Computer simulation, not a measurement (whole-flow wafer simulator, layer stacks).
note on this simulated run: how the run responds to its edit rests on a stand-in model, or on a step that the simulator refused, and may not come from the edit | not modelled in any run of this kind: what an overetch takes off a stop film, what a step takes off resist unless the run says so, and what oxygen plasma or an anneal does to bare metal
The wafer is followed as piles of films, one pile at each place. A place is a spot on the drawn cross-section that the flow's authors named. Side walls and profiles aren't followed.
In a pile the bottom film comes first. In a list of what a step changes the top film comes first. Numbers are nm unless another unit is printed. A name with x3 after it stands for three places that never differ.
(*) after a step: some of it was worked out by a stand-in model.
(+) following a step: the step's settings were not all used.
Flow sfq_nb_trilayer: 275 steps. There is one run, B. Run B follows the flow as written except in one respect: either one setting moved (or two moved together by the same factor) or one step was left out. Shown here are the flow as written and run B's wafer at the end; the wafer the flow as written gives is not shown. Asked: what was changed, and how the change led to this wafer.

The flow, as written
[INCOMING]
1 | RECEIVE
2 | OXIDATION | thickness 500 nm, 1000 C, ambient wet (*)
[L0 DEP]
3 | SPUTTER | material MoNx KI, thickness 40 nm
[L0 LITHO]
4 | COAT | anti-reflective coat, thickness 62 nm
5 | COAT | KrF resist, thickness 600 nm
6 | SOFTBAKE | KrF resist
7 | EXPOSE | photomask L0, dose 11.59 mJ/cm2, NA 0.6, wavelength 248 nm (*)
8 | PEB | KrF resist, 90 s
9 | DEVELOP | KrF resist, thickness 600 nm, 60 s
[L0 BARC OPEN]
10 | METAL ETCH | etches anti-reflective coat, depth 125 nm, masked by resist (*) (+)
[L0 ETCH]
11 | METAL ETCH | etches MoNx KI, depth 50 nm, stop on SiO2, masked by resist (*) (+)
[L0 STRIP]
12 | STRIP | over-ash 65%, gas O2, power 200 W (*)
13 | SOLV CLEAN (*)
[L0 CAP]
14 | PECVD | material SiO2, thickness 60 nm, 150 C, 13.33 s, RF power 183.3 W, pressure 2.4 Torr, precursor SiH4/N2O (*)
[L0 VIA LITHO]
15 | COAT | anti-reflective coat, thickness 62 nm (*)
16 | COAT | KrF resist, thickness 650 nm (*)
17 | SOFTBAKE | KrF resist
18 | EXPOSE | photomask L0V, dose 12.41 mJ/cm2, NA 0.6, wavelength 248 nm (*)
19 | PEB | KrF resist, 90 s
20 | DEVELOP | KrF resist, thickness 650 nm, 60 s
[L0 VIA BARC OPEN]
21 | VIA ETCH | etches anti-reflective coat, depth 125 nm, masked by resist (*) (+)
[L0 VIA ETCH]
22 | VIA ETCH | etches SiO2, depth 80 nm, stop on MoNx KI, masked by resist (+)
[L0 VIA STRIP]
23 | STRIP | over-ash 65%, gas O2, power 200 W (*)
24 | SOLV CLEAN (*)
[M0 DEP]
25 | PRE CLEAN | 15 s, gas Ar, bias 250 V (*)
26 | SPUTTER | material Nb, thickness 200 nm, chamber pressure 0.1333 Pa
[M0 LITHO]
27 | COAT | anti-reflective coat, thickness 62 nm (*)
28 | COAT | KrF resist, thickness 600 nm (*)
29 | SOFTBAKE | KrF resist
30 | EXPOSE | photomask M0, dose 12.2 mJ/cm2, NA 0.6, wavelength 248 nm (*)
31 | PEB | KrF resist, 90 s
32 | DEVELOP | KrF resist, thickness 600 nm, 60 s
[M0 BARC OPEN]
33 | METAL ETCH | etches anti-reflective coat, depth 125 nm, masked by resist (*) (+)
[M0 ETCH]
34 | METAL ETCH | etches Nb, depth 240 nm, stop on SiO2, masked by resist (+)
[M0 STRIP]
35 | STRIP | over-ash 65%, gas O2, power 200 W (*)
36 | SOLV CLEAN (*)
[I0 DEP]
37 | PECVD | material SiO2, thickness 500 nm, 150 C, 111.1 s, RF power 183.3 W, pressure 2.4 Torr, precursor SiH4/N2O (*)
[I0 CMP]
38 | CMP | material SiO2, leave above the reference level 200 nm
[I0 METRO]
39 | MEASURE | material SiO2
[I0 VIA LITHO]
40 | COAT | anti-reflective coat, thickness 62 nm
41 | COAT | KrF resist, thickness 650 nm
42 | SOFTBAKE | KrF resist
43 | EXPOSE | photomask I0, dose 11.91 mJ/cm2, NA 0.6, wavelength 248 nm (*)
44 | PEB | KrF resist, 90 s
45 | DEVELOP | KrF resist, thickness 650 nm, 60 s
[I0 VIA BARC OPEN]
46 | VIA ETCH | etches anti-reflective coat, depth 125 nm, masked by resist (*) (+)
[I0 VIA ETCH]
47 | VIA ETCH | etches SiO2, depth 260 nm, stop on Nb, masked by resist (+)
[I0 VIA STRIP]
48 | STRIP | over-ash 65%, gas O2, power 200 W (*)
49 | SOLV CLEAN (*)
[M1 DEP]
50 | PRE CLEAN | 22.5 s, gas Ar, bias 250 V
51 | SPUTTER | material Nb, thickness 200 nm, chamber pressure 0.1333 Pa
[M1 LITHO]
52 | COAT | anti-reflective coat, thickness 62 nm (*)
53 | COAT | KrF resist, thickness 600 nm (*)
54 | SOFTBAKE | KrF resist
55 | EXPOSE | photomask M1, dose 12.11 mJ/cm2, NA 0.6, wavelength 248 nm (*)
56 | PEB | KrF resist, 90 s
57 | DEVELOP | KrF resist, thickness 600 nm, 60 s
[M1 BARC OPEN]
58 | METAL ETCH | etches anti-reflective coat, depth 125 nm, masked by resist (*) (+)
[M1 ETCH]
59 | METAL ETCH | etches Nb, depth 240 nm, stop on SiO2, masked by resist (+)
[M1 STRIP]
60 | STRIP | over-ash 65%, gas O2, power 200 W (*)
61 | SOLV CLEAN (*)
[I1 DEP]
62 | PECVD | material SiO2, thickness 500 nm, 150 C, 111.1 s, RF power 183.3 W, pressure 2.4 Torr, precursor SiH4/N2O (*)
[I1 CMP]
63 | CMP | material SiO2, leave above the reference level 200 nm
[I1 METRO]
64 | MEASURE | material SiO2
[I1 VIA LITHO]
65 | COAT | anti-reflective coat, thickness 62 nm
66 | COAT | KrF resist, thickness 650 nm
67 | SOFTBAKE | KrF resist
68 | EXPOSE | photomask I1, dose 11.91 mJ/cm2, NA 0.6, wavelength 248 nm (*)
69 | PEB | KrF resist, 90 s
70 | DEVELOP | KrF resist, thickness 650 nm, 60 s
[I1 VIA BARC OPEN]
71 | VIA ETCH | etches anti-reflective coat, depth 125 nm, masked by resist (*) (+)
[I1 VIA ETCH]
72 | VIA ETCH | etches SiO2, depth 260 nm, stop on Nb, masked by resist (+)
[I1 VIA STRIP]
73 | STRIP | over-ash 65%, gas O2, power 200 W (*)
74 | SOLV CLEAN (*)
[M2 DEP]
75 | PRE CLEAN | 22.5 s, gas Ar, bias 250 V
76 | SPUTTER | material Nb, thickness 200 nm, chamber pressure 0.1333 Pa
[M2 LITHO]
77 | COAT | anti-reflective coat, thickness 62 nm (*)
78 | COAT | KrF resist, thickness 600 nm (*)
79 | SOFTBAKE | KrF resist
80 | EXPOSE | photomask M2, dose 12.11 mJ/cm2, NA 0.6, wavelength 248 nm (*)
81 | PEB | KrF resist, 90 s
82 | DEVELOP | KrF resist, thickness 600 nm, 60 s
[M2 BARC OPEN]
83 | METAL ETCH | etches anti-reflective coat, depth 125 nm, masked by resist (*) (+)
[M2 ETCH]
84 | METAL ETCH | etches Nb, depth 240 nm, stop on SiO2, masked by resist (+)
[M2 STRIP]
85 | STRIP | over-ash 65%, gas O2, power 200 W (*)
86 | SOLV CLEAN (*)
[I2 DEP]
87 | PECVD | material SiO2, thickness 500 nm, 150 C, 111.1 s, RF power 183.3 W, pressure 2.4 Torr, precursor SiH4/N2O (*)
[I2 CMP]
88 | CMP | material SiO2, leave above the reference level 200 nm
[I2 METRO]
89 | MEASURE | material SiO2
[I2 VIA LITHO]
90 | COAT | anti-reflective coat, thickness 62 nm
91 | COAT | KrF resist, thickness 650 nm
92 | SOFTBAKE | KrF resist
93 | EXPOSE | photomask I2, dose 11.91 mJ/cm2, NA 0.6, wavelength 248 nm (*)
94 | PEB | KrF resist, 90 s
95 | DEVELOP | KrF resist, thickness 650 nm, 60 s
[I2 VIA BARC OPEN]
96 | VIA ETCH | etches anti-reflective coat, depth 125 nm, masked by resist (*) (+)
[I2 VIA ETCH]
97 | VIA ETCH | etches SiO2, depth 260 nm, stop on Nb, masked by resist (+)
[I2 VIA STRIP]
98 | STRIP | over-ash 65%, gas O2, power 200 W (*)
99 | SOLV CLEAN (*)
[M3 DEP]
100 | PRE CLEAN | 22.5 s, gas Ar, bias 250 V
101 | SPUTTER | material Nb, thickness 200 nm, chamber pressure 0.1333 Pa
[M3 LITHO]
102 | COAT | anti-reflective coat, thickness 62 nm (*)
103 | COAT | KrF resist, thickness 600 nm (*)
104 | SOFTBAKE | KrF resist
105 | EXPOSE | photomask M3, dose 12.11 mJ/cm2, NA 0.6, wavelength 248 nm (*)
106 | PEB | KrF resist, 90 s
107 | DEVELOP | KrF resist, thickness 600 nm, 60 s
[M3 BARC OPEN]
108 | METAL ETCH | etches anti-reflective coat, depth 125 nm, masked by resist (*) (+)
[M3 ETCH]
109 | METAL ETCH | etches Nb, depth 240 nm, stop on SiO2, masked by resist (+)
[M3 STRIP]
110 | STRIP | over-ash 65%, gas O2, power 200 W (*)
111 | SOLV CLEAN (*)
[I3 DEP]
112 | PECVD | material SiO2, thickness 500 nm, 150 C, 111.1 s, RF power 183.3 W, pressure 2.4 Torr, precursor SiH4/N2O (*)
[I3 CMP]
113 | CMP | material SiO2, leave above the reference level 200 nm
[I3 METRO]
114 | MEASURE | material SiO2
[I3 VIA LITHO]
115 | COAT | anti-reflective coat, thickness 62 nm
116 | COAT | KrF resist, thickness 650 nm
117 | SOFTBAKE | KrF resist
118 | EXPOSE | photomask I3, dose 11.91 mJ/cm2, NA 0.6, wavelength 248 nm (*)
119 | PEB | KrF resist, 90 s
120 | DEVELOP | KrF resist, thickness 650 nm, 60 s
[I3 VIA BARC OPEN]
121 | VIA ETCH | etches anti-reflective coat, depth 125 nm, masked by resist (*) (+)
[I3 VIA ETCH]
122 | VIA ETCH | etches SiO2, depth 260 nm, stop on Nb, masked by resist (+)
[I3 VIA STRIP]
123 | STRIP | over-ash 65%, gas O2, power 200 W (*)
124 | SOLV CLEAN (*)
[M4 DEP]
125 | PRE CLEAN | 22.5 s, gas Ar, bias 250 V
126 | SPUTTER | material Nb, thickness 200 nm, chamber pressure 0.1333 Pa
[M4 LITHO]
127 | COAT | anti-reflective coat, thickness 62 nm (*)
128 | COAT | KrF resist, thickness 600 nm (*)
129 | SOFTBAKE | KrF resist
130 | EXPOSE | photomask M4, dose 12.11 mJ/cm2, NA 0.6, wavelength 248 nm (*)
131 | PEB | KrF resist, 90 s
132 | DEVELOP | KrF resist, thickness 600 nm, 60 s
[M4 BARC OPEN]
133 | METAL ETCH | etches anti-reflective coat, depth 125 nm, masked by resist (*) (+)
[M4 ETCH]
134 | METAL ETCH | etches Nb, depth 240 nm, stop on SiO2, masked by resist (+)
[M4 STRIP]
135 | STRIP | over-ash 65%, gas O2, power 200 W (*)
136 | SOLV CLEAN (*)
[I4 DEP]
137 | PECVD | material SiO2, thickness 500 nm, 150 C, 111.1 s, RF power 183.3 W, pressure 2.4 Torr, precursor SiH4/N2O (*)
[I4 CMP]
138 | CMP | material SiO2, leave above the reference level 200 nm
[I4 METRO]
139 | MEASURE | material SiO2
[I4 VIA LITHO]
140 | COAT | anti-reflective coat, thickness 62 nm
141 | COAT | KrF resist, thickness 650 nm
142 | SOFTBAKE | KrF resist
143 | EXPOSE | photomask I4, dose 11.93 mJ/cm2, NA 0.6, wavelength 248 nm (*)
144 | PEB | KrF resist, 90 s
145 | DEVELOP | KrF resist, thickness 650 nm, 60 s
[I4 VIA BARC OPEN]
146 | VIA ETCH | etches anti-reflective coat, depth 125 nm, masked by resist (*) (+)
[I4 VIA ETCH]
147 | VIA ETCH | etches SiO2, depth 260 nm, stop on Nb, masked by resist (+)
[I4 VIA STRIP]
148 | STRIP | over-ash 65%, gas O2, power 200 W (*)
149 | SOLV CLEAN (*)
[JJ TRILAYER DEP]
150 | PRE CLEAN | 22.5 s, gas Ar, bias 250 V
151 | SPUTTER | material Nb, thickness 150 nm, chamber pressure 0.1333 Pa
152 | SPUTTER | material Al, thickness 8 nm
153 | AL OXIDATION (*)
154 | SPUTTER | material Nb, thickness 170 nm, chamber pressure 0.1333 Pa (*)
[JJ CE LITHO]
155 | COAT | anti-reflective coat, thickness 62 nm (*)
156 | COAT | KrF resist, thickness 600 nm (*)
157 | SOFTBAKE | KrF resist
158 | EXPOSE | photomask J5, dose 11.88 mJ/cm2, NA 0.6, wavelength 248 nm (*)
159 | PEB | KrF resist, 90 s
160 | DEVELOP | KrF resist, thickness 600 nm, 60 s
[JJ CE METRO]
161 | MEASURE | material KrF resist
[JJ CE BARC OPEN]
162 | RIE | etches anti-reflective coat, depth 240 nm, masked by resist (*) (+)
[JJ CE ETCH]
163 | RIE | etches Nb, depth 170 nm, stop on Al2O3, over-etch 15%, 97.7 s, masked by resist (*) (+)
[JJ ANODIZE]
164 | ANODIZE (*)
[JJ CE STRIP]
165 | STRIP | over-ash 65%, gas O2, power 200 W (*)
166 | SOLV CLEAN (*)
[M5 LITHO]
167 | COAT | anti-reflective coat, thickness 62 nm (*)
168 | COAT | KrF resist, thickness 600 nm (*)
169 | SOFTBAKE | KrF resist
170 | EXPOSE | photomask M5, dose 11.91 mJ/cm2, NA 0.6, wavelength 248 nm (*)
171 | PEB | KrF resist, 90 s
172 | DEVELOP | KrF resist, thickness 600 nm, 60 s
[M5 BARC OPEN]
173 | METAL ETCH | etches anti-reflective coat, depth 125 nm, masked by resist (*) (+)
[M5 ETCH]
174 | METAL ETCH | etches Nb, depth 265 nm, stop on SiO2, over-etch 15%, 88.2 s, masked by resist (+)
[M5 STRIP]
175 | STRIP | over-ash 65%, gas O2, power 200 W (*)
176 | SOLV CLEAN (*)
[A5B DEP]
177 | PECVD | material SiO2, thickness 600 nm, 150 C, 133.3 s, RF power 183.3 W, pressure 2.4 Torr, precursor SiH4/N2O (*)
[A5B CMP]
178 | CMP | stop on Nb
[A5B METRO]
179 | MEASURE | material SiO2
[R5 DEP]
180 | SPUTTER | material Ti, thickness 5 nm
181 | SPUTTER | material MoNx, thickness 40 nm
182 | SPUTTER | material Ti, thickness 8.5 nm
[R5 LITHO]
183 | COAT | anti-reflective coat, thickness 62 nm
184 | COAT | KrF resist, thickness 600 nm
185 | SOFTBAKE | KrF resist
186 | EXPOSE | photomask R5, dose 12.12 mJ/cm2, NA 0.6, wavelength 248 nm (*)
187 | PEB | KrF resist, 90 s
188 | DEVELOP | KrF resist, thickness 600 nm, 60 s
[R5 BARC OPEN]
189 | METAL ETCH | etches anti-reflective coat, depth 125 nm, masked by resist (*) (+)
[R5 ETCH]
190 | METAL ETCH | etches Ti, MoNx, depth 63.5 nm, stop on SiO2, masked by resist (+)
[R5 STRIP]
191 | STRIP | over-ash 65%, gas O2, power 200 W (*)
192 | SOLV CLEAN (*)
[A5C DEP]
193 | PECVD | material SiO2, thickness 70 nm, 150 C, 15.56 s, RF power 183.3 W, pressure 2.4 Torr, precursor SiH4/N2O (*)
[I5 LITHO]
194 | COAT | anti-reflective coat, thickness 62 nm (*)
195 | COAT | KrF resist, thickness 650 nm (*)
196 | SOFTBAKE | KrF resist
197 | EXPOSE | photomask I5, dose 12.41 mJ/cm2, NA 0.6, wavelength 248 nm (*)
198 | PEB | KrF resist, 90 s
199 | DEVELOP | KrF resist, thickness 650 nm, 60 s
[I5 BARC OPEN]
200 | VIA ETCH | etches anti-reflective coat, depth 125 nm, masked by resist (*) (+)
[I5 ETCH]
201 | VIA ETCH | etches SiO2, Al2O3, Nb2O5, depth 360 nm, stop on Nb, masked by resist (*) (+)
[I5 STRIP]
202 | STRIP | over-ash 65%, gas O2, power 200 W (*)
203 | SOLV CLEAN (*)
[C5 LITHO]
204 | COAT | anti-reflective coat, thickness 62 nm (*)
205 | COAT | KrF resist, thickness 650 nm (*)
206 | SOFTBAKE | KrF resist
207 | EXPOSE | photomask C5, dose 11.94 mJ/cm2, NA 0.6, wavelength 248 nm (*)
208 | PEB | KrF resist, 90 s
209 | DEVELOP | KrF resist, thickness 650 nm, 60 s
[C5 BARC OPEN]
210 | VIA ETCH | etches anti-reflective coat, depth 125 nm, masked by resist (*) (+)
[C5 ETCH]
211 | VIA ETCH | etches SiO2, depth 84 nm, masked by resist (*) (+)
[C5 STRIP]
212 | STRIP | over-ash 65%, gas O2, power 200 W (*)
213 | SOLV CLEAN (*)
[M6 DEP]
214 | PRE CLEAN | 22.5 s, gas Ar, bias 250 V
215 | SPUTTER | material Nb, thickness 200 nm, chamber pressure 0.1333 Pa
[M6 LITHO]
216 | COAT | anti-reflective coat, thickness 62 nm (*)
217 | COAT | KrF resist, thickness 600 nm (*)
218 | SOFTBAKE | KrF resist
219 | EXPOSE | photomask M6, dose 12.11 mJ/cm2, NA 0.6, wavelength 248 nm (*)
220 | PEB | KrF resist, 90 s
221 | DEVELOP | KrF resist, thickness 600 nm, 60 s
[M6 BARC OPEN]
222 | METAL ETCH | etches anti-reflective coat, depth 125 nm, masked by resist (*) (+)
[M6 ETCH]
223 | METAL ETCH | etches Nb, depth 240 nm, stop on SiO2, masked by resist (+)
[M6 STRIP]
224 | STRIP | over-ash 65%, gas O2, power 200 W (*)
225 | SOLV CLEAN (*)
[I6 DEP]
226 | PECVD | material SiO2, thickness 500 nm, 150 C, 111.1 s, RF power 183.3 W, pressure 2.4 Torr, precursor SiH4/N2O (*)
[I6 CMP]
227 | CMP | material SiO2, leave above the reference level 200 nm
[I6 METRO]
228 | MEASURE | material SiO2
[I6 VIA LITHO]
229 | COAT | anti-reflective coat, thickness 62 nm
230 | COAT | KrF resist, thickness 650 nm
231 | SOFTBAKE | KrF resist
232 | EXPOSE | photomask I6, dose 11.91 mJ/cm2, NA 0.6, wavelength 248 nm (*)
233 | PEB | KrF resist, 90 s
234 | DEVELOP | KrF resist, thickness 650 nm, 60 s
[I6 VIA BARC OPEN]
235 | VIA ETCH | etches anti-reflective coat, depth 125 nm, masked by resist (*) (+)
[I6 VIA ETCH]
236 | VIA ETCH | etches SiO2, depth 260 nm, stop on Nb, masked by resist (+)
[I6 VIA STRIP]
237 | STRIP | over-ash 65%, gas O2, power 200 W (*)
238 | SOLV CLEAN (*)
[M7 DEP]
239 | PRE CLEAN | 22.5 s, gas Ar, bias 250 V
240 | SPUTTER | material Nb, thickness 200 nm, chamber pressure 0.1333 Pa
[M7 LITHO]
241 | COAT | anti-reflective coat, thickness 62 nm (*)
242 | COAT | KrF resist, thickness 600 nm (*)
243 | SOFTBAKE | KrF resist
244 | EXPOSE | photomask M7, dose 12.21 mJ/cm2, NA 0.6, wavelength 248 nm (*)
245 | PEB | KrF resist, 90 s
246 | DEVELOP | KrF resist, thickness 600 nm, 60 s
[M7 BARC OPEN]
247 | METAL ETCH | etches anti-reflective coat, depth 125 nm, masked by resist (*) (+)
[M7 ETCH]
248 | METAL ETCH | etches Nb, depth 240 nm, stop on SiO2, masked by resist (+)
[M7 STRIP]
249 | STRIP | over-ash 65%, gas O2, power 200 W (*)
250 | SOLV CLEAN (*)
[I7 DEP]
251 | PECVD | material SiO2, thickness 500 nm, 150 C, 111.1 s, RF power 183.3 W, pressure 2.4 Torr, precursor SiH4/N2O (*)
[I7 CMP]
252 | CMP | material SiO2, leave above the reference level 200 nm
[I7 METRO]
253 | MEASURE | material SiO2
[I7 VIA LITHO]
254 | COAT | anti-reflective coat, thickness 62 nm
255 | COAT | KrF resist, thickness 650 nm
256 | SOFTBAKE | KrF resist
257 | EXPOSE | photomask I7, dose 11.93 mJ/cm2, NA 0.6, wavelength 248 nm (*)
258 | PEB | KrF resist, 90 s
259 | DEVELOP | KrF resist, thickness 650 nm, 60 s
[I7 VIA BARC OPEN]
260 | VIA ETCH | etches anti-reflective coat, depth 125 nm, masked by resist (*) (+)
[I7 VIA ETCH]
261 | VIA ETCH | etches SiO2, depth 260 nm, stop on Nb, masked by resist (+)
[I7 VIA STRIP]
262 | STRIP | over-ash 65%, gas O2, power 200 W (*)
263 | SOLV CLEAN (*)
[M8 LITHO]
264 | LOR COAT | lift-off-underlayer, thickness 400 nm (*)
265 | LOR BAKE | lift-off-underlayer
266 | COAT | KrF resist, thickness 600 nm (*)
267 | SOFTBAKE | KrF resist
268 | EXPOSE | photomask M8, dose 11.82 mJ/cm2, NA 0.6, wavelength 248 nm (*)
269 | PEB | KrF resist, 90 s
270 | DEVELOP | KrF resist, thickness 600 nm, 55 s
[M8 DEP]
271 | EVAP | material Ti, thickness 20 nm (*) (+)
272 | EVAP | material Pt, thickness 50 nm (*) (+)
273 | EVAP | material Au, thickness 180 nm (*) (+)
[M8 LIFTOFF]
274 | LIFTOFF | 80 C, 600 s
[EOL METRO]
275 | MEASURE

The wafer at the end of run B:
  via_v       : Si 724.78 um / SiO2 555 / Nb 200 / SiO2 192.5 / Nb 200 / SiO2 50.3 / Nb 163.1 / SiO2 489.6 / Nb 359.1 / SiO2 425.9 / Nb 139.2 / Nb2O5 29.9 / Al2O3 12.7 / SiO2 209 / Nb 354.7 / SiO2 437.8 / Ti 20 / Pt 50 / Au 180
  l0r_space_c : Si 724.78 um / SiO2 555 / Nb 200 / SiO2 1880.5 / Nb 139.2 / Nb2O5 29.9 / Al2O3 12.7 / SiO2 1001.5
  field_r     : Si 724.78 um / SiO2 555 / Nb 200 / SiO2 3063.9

Cause: step 63, CMP: leave above the reference level 318 nm was run, whereas the flow has leave above the reference level 200 nm.

Step by step, how the change led to this:
  63 | CMP | material SiO2, leave above the reference level 200 nm
      field_l, be, be_sur and 72 more: nothing (it would be, as written: SiO2 loses 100)
      lsp_m, ln_m6, lsp_r, l0_sur, l0v: nothing (it would be, as written: SiO2 loses 94.9)
      (also at 26 further places)
  65 | COAT | anti-reflective coat, thickness 62 nm
      wl_g_sr, m0r_space_l x2, m6r_space_l x2, m7r_space_l x2: anti-reflective coat gains 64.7 (new film) (it would be, as written: anti-reflective coat gains 62 (new film))
      via_wl, via_w, via_wr, via_sp, via_v: anti-reflective coat gains 60.6 (new film) (it would be, as written: anti-reflective coat gains 62 (new film))
      (also at 22 further places)
  71 | VIA ETCH | etches anti-reflective coat, depth 125 nm, masked by resist (*) (+)
      field_l, v_sur, via_wl and 102 more: KrF resist loses 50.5 (it would be, as written: KrF resist loses 51.7)
      via_v: anti-reflective coat loses 60.6 (all of it), SiO2 loses 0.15 (it would be, as written: anti-reflective coat loses 62 (all of it), SiO2 loses 0.16)
  72 | VIA ETCH | etches SiO2, depth 260 nm, stop on Nb, masked by resist (+)
      via_v: SiO2 loses 260 (it would be, as written: SiO2 loses 199.8 (all of it))
  73 | STRIP | over-ash 65%, gas O2, power 200 W (*)
      m0r_space_l x2, m6r_space_l x2, m7r_space_l x2: KrF resist loses 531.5 (all of it), anti-reflective coat loses 64.7 (all of it) (it would be, as written: KrF resist loses 528.6 (all of it), anti-reflective coat loses 62 (all of it))
      via_wr, via_sp: KrF resist loses 524.3 (all of it), anti-reflective coat loses 60.6 (all of it) (it would be, as written: KrF resist loses 528.6 (all of it), anti-reflective coat loses 62 (all of it))
      (also at 25 further places)
  75 | PRE CLEAN | 22.5 s, gas Ar, bias 250 V
      via_v: SiO2 loses 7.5 (it would be, as written: Nb loses 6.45)
  76 | SPUTTER | material Nb, thickness 200 nm, chamber pressure 0.1333 Pa
      via_v: Nb gains 163.1 (new film) (it would be, as written: Nb gains 174.5)
  77 | COAT | anti-reflective coat, thickness 62 nm (*)
      m0r_space_l x2, m6r_space_l x2, m7r_space_l x2: anti-reflective coat gains 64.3 (new film) (it would be, as written: anti-reflective coat gains 62 (new film))
      m5r_linepad_l x2: anti-reflective coat gains 69.2 (new film) (it would be, as written: anti-reflective coat gains 62 (new film))
      (also at 23 further places)
  78 | COAT | KrF resist, thickness 600 nm (*)
      via_v: KrF resist gains 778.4 (new film) (it would be, as written: KrF resist gains 733.7 (new film))
      wire: KrF resist gains 580.4 (new film) (it would be, as written: KrF resist gains 592.5 (new film))
  83 | METAL ETCH | etches anti-reflective coat, depth 125 nm, masked by resist (*) (+)
      m0r_space_l x2, m6r_space_l x2, m7r_space_l x2: anti-reflective coat loses 64.3 (all of it) (it would be, as written: anti-reflective coat loses 62 (all of it))
      m5r_linepad_l x2: anti-reflective coat loses 69.2 (all of it) (it would be, as written: anti-reflective coat loses 62 (all of it))
      (also at 15 further places)
  85 | STRIP | over-ash 65%, gas O2, power 200 W (*)
      v_sur: KrF resist loses 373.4 (all of it), anti-reflective coat loses 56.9 (all of it) (it would be, as written: KrF resist loses 380 (all of it), anti-reflective coat loses 61.4 (all of it))
      via_wl: KrF resist loses 371.1 (all of it), anti-reflective coat loses 59.6 (all of it) (it would be, as written: KrF resist loses 379.5 (all of it), anti-reflective coat loses 61.3 (all of it))
      (also at 6 further places)
  87 | PECVD | material SiO2, thickness 500 nm, 150 C, 111.1 s, RF power 183.3 W, pressure 2.4 Torr, precursor SiH4/N2O (*)
      via_v: SiO2 gains 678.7 (new film) (it would be, as written: SiO2 gains 606 (new film))
  88 | CMP | material SiO2, leave above the reference level 200 nm
      field_l, be, be_sur and 72 more: SiO2 loses 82 (it would be, as written: SiO2 loses 100)
      lsp_m, ln_m6, lsp_r, l0_sur, l0v: SiO2 loses 76.9 (it would be, as written: SiO2 loses 100)
With metal films that touch counted as one body, via_v has 7 bodies (between them, from the top down: SiO2 437.8; SiO2 209 / Al2O3 12.7 / Nb2O5 29.9; SiO2 425.9; SiO2 489.6; SiO2 50.3; SiO2 192.5); the flow as written gives 6 bodies (between them, from the top down: SiO2 437.8; SiO2 209 / Al2O3 12.7 / Nb2O5 29.9; SiO2 425.9; SiO2 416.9; SiO2 192.5).
